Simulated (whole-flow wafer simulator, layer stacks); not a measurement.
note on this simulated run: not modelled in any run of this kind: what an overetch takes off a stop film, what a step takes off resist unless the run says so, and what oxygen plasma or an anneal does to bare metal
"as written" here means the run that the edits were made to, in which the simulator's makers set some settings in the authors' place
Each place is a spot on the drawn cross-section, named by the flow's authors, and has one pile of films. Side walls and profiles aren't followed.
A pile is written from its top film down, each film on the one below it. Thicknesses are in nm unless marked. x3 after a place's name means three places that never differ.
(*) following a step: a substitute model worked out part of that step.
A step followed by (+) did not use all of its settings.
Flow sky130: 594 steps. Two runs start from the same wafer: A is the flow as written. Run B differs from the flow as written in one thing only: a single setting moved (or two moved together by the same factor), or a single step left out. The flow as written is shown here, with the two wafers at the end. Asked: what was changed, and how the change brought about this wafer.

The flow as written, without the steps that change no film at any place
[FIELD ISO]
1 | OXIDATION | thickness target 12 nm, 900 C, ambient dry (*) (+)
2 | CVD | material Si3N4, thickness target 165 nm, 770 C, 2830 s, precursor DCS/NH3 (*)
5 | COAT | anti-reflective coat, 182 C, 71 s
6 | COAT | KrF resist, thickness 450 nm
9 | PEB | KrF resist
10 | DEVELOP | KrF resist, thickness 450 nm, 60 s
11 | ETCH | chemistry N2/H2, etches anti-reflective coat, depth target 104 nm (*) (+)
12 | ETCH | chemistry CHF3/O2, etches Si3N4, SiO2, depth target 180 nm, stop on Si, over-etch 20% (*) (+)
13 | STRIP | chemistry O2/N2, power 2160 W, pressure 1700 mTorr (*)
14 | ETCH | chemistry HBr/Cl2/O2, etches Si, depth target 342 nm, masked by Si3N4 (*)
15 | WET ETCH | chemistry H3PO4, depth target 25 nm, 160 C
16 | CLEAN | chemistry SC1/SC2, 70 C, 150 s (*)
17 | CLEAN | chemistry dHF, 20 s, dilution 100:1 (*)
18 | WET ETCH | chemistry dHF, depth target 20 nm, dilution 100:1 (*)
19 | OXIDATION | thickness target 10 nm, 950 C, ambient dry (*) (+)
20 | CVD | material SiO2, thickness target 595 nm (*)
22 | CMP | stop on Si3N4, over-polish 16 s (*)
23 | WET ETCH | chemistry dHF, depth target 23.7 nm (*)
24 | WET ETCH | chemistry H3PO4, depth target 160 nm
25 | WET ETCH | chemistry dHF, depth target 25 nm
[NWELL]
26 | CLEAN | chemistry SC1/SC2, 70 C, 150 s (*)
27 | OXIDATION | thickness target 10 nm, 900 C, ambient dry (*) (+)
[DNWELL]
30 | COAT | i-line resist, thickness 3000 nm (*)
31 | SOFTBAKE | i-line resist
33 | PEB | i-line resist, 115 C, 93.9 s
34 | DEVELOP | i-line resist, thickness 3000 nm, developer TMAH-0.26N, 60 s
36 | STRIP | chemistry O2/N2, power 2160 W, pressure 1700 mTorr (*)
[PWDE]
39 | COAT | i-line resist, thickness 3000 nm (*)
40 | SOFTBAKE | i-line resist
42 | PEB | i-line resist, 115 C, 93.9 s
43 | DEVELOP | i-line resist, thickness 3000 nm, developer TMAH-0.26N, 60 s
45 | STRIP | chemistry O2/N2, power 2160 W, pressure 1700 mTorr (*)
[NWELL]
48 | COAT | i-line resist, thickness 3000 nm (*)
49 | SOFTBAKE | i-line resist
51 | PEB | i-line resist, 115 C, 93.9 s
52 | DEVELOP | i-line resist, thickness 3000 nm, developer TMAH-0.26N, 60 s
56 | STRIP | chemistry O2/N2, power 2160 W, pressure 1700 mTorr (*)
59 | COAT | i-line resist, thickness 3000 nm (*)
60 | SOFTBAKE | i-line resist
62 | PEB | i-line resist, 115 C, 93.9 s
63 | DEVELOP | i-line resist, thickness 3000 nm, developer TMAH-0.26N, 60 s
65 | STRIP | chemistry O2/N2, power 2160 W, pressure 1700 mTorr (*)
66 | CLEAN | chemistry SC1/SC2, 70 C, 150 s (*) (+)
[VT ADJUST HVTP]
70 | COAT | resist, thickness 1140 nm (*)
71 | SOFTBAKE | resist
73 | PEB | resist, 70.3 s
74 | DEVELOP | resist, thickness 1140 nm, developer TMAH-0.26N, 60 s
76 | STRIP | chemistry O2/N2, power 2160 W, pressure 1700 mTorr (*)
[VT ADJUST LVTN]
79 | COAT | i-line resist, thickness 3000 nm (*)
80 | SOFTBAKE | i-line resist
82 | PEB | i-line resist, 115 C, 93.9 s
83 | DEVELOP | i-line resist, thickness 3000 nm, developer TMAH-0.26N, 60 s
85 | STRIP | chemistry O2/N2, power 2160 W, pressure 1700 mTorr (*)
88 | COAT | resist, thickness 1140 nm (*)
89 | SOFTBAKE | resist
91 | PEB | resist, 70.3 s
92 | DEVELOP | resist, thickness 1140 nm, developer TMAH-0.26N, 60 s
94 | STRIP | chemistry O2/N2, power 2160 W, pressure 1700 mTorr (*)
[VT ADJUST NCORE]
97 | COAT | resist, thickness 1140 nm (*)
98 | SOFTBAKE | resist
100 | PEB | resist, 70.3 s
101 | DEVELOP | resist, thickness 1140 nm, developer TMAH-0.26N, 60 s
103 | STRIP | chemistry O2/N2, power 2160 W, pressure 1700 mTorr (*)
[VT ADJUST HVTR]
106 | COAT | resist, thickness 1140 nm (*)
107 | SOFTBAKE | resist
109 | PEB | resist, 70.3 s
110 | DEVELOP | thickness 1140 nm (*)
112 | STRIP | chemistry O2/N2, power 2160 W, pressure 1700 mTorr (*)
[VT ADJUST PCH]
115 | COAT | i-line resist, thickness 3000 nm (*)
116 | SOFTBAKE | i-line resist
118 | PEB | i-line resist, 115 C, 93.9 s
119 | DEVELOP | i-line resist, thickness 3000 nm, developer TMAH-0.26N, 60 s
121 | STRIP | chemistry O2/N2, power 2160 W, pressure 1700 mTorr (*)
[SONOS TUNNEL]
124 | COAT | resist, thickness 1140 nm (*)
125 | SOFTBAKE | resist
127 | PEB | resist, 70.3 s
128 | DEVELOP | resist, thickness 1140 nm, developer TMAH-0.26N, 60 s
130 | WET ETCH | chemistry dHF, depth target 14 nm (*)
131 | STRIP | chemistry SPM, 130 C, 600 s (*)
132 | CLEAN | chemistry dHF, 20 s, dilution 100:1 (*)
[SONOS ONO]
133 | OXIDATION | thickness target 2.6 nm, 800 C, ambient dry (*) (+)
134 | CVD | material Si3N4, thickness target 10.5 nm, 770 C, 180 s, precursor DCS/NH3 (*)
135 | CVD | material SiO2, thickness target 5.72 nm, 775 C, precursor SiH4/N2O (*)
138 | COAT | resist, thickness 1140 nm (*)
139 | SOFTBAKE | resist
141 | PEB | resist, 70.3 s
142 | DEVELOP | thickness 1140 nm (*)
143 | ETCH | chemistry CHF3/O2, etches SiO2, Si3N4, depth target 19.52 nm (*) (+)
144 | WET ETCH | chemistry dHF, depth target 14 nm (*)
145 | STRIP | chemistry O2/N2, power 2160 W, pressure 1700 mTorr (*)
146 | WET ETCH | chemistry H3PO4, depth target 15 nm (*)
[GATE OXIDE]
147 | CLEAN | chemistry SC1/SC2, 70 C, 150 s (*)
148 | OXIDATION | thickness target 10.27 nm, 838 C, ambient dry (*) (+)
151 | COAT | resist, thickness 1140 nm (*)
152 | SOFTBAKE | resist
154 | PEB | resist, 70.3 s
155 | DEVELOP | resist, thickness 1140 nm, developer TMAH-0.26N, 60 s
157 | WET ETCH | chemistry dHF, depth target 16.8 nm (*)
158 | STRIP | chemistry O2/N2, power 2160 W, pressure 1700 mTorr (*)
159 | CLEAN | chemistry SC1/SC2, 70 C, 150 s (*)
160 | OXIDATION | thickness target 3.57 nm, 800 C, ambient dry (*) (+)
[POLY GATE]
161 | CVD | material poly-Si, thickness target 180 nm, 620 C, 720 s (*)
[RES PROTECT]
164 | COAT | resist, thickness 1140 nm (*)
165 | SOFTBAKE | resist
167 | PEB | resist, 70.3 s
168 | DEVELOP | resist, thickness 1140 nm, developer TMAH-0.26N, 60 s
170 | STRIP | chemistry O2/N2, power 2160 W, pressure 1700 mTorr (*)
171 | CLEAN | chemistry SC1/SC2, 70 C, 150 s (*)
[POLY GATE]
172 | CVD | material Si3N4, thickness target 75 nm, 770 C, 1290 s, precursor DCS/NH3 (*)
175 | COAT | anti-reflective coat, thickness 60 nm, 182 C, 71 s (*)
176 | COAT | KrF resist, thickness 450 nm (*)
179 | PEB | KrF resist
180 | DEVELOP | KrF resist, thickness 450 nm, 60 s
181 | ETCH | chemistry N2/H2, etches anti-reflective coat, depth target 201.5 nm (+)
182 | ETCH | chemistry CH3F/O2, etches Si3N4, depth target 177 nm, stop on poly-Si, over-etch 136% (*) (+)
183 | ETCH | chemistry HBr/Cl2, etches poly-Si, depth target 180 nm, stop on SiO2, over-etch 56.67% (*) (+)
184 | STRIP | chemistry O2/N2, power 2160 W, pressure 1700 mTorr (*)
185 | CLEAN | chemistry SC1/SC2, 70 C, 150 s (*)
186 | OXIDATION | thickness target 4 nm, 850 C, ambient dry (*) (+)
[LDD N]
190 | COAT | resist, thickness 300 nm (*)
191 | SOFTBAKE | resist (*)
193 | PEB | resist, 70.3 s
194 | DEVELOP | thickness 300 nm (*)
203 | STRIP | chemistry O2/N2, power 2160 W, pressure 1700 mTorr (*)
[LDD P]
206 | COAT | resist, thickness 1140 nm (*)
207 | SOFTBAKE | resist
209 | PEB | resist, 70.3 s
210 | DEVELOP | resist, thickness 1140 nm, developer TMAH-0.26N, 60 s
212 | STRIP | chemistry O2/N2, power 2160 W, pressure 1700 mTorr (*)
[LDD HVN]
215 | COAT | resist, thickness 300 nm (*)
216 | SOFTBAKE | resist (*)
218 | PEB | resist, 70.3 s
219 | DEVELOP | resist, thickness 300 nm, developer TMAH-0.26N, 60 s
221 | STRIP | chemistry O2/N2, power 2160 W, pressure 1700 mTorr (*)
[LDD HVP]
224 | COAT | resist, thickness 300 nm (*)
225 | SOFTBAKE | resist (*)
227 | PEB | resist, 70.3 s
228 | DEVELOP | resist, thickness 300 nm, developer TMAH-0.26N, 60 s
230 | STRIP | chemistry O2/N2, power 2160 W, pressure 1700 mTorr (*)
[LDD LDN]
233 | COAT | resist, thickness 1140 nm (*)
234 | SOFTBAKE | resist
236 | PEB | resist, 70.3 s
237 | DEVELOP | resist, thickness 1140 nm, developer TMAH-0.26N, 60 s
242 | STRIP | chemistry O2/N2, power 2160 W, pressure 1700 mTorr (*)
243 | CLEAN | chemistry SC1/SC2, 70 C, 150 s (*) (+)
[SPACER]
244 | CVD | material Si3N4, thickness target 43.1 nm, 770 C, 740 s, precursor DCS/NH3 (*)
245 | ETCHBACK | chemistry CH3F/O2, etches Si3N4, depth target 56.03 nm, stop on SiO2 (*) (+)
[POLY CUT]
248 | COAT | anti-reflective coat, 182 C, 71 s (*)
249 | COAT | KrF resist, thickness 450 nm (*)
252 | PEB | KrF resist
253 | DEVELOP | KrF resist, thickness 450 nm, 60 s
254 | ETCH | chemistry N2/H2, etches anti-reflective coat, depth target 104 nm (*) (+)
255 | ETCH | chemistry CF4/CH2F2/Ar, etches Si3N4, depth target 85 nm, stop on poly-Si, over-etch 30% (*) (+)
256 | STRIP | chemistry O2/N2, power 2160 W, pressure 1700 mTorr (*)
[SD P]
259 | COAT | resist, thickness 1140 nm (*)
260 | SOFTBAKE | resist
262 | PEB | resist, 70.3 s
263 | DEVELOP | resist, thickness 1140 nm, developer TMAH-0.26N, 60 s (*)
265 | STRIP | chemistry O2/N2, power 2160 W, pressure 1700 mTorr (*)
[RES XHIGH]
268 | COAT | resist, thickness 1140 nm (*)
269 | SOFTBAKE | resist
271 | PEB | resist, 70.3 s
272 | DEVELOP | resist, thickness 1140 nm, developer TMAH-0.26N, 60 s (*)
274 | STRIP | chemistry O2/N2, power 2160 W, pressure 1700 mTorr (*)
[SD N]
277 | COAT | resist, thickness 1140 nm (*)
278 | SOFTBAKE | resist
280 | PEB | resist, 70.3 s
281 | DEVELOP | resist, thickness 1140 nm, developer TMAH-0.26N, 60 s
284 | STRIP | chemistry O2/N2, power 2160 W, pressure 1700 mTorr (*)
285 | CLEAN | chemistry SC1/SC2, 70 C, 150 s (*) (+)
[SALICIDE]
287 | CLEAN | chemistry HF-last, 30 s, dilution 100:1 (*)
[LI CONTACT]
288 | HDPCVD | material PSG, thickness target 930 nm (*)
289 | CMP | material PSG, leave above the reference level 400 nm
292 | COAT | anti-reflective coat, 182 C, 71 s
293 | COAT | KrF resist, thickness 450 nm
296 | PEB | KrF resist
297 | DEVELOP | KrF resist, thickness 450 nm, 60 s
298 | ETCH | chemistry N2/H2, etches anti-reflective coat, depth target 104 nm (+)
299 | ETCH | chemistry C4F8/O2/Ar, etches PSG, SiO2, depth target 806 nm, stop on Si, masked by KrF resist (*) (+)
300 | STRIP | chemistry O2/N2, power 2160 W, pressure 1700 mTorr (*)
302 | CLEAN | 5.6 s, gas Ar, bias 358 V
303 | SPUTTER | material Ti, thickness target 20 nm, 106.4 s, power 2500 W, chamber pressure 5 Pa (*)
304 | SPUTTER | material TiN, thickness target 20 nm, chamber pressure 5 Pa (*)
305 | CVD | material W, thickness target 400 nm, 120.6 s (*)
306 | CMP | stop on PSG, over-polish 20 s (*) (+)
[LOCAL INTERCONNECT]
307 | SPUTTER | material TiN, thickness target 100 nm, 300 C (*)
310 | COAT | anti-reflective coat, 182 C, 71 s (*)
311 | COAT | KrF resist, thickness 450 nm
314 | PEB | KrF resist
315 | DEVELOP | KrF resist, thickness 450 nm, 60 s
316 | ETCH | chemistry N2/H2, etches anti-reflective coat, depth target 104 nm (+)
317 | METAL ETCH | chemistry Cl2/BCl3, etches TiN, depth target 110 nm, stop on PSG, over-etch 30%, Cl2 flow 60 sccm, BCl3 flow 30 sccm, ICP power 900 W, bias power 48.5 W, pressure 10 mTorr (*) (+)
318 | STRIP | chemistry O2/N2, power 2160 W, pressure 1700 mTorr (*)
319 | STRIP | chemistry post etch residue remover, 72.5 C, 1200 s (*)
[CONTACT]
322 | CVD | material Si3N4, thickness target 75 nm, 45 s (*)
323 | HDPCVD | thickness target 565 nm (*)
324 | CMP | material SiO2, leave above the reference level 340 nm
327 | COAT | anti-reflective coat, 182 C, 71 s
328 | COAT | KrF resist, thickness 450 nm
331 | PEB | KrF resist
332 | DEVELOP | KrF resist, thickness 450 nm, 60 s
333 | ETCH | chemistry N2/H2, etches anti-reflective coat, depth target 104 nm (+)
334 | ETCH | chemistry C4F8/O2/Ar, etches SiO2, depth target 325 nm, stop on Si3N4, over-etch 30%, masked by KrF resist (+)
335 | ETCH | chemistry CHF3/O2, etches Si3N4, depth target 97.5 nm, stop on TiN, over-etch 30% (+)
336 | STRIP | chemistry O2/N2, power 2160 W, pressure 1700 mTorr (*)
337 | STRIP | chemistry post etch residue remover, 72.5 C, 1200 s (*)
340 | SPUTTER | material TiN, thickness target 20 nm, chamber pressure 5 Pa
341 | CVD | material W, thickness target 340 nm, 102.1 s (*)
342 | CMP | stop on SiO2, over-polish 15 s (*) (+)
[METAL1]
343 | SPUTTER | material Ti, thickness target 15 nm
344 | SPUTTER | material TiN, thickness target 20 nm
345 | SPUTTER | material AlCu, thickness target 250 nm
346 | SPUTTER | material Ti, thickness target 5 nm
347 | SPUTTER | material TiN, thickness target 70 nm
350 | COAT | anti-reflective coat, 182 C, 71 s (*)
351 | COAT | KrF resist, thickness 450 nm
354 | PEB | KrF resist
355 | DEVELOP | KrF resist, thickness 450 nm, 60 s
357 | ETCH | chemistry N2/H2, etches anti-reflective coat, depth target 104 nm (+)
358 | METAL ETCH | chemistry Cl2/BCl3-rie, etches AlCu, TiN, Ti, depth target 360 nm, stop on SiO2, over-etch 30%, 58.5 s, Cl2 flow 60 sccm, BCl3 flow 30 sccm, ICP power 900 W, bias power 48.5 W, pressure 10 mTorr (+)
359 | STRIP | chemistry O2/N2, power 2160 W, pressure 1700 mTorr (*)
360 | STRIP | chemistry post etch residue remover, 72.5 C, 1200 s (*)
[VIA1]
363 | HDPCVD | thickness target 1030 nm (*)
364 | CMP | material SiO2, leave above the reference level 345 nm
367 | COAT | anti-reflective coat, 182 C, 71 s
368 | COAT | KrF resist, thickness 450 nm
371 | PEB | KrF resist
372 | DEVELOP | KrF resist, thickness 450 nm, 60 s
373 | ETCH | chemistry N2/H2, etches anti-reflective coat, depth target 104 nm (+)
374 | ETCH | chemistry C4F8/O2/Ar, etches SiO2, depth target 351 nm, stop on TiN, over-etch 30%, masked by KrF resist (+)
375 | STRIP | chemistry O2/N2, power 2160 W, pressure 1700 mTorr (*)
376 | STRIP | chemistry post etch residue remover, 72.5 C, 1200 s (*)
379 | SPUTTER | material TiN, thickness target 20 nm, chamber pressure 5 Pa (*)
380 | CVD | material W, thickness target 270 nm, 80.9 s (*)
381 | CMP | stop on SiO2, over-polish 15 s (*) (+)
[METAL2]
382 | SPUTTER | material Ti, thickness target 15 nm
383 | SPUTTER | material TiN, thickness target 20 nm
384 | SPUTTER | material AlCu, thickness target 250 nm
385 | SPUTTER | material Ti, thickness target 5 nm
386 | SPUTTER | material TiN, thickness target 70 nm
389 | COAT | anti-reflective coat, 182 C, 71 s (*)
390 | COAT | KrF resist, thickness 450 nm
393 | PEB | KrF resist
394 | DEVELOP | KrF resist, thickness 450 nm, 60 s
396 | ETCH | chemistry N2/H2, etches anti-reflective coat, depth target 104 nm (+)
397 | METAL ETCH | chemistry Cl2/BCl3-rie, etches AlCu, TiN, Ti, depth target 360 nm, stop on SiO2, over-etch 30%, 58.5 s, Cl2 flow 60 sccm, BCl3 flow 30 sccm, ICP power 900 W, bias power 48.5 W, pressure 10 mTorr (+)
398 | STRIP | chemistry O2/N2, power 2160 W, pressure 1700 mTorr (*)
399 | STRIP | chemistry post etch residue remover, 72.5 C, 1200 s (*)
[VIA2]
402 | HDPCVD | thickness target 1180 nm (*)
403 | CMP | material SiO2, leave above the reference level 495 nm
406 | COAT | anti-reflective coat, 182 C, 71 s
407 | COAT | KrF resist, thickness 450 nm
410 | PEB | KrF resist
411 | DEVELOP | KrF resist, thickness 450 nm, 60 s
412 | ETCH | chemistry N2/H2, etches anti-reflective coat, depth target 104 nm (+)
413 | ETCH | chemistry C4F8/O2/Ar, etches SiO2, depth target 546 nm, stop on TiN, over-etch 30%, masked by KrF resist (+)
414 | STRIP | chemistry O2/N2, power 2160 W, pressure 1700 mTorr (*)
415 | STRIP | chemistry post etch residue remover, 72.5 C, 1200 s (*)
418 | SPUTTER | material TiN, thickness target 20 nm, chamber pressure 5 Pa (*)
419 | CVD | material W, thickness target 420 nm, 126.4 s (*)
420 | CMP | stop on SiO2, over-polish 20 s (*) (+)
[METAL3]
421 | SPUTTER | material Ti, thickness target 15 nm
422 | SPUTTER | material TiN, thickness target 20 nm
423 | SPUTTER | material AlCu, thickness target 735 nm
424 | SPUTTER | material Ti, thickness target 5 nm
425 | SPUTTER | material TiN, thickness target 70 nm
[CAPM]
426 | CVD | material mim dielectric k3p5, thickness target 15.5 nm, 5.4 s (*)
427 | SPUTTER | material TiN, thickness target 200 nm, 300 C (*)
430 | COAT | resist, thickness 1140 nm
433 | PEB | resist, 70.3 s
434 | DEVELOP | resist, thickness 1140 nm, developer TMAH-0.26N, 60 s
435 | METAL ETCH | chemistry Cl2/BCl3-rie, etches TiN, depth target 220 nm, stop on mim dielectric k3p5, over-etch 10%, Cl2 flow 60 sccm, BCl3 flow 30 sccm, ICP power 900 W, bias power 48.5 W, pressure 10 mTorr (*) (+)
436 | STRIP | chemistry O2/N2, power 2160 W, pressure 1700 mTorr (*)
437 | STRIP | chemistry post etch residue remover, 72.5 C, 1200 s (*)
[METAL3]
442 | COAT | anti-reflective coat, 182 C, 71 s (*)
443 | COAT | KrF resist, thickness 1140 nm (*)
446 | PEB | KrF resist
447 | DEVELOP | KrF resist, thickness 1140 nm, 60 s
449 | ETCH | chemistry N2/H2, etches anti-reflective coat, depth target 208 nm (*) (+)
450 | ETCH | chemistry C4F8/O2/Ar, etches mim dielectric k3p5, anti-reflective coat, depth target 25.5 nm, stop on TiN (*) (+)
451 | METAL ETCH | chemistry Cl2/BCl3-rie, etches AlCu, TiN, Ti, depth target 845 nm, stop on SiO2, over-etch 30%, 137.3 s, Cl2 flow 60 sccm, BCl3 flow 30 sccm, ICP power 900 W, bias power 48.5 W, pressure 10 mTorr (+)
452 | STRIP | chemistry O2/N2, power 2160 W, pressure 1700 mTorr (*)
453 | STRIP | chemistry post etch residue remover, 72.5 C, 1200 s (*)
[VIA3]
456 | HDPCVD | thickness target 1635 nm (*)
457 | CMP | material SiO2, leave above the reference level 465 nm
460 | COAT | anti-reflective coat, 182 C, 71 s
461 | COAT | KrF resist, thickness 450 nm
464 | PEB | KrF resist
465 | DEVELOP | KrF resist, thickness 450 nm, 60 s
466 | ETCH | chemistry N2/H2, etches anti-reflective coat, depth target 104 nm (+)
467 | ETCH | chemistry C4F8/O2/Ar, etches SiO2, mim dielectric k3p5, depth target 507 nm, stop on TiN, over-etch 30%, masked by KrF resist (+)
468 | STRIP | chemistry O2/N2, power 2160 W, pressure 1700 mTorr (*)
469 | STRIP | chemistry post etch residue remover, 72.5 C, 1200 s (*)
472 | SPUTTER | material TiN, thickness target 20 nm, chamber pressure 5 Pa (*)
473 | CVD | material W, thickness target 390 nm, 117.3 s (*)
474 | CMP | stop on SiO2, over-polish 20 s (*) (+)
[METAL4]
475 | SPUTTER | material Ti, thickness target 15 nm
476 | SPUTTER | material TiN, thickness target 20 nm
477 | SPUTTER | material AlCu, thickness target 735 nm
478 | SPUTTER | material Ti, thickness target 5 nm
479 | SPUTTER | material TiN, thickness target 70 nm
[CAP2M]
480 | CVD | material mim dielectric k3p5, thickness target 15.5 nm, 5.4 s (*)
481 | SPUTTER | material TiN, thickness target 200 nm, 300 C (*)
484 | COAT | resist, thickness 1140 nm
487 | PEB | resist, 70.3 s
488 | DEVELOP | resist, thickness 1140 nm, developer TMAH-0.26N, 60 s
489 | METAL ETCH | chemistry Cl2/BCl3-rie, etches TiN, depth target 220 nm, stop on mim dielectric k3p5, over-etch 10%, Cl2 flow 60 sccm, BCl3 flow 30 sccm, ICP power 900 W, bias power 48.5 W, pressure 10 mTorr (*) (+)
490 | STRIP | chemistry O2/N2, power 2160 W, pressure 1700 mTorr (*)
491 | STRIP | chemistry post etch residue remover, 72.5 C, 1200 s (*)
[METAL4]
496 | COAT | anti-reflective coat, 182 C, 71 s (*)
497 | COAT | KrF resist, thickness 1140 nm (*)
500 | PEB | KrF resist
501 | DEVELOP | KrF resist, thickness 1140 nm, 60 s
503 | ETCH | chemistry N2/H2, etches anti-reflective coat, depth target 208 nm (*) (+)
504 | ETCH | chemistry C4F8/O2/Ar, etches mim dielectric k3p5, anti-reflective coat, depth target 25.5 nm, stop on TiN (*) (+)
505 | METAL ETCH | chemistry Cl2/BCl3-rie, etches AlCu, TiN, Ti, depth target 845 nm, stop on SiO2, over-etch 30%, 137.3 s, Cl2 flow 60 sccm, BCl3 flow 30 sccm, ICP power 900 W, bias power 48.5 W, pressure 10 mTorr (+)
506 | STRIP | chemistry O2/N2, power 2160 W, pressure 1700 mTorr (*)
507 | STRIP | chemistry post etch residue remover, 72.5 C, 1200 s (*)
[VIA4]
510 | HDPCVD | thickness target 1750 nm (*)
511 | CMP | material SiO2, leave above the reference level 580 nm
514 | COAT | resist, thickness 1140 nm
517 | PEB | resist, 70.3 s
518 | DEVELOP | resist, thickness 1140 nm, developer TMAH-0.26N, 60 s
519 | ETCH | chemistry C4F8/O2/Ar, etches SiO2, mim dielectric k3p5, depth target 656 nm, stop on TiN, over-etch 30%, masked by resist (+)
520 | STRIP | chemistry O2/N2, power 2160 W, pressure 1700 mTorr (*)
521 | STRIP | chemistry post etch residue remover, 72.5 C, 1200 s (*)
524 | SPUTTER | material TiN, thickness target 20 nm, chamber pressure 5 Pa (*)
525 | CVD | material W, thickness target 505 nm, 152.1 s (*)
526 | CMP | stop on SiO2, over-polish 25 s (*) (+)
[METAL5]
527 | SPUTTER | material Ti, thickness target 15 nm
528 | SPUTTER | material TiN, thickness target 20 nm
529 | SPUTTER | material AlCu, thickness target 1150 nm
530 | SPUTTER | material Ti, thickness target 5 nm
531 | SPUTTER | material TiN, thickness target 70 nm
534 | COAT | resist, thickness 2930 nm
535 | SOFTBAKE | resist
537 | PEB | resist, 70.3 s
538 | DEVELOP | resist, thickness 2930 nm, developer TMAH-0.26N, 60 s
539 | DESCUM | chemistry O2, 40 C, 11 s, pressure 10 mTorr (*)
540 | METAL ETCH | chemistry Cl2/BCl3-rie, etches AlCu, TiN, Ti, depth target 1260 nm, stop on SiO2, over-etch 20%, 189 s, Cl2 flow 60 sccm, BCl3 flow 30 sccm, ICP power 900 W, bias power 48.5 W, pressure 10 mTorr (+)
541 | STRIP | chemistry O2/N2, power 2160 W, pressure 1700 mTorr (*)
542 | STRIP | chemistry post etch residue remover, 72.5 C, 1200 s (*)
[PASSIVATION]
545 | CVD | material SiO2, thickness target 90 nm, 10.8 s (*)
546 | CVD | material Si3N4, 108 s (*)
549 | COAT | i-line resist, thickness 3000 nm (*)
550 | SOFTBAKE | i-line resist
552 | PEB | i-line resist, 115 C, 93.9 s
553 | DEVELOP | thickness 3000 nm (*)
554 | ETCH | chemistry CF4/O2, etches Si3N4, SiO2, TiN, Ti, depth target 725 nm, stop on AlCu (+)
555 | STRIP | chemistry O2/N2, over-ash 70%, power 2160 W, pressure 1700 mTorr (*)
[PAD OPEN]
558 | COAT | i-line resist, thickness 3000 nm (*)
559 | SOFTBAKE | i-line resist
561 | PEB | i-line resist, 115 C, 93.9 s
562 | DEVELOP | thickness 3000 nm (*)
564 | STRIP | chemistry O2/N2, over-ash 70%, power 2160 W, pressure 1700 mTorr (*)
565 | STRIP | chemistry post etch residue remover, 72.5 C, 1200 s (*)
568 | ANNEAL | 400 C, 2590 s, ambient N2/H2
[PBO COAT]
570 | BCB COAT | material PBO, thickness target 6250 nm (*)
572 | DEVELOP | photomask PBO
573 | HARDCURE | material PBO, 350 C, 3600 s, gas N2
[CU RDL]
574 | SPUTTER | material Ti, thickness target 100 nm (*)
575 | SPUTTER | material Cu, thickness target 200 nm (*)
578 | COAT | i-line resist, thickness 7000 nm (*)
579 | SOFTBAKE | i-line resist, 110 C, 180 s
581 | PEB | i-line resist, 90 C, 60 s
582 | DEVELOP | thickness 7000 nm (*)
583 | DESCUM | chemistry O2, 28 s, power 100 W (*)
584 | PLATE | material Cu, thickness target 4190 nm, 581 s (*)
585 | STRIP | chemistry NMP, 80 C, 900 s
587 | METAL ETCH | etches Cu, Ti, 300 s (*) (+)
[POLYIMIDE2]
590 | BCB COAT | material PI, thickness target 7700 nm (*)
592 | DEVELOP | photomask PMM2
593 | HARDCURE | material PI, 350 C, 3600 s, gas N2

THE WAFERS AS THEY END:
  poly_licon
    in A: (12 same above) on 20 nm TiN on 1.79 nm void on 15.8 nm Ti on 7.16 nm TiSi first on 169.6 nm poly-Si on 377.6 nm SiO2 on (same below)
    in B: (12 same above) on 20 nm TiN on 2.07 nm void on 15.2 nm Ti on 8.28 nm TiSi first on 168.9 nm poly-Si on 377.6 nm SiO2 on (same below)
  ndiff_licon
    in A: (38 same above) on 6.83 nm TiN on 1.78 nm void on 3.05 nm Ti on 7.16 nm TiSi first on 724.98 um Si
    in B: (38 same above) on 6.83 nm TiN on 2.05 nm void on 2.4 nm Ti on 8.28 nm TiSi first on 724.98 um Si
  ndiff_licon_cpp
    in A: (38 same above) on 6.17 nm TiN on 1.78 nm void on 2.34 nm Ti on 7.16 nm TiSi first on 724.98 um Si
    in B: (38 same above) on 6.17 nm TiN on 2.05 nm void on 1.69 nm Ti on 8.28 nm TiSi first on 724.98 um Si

The reason: step 568, ANNEAL: 3885 s was run, while the flow as written has 2590 s.

The path from the change to this, step by step:
  568 | ANNEAL | 400 C, 2590 s, ambient N2/H2
      poly_licon, rpo_hd_licon: A under 11 films: +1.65 void (new film), -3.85 Ti, +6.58 TiSi first (new film), -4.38 poly-Si | B under 11 films: +1.95 void (new film), -4.55 Ti, +7.79 TiSi first (new film), -5.18 poly-Si
      ndiff_licon, ndiff_licon_cpp: A under 37 films: +1.63 void (new film), -3.85 Ti, +6.58 TiSi first (new film), -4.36 Si | B under 37 films: +1.93 void (new film), -4.55 Ti, +7.79 TiSi first (new film), -5.16 Si
